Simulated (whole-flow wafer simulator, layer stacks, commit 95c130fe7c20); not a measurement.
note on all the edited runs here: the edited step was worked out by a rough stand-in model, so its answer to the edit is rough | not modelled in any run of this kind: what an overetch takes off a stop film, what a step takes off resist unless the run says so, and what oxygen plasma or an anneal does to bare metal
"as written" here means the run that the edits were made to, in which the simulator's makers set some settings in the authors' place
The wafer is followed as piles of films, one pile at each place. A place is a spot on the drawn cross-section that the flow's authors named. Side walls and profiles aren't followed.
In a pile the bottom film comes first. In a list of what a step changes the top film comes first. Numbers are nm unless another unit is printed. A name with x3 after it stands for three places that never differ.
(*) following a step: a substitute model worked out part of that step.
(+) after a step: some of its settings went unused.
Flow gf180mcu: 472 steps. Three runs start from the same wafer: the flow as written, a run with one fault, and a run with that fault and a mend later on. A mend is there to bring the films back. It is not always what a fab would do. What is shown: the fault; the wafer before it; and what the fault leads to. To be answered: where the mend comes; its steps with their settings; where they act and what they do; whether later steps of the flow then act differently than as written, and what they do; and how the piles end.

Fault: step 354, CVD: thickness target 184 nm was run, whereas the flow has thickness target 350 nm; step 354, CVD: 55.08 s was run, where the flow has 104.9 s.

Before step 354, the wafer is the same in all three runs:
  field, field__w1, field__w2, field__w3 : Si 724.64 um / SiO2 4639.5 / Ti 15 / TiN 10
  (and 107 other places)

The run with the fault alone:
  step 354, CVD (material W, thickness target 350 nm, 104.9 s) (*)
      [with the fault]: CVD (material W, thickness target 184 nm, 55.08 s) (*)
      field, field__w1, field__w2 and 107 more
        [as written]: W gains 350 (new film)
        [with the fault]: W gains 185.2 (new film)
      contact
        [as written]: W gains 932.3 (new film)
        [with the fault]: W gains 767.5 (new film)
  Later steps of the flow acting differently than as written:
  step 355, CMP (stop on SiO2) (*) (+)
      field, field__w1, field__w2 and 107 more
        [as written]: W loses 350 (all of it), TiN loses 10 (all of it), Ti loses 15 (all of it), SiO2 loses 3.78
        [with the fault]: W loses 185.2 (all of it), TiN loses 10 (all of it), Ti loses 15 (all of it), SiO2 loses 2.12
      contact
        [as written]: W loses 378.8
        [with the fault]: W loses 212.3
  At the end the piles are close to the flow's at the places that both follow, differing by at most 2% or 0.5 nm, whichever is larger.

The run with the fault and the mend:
  The mend follows step 354.
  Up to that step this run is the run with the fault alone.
  step 354a, CVD (material W, thickness target 166 nm, 49.75 s) (the flow's step 354 again, with other settings)
      field, field__w1, field__w2 and 108 more
        W gains 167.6
  Every later step of the flow that is run acts as written, at every place that is followed, to within 2% or 0.5 nm, whichever is larger.
  At the end the piles are close to the flow's at the places that both follow, differing by at most 2% or 0.5 nm, whichever is larger.
